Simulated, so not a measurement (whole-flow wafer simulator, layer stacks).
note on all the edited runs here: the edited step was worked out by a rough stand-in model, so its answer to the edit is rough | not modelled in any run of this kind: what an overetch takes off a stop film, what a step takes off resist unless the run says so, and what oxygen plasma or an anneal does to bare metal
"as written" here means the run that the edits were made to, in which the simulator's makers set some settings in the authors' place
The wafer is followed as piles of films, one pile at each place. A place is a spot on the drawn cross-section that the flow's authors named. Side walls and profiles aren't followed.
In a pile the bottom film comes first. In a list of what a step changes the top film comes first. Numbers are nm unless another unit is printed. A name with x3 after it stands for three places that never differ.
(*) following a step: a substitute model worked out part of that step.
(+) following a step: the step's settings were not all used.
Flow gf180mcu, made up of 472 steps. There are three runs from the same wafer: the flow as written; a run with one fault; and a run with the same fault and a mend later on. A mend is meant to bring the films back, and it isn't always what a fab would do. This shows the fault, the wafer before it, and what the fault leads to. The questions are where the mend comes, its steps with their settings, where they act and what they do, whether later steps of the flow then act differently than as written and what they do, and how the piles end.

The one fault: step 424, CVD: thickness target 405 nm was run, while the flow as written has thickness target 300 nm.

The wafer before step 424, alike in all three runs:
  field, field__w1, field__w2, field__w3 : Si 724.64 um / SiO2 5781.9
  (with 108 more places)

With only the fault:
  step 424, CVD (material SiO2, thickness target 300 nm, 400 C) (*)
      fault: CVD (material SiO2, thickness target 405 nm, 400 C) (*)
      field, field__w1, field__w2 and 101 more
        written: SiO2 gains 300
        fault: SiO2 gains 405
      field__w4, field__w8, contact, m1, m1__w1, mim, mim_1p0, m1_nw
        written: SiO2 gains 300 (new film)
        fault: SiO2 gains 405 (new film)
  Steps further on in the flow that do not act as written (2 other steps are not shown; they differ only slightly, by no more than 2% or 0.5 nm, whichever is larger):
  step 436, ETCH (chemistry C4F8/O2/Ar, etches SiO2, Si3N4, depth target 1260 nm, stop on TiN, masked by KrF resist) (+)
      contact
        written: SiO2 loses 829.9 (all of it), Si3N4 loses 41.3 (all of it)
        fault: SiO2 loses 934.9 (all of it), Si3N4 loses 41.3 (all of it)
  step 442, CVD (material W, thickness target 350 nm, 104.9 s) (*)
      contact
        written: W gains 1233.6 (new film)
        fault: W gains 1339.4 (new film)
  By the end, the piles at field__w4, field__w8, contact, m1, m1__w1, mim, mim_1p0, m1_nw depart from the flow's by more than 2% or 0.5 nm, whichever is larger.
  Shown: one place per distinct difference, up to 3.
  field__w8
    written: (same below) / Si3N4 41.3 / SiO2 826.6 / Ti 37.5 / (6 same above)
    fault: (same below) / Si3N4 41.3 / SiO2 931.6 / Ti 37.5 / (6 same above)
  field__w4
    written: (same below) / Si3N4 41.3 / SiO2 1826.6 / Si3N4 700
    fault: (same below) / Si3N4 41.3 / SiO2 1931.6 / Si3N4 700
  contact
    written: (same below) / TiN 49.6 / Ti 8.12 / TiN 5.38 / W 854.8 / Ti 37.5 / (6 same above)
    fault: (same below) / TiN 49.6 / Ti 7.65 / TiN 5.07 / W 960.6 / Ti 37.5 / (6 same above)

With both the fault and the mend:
  After step 424 comes the mend.
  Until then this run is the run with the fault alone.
  step 424a, WET ETCH (chemistry dHF, depth target 105 nm, 25 C, dilution 100:1) (a further turn of the flow's step 17, with different settings)
      field, field__w1, field__w2 and 109 more
        SiO2 loses 105
  Every later step of the flow that is run acts as written at every place that is followed.
  At every place that both follow, the piles at the end match the flow's.
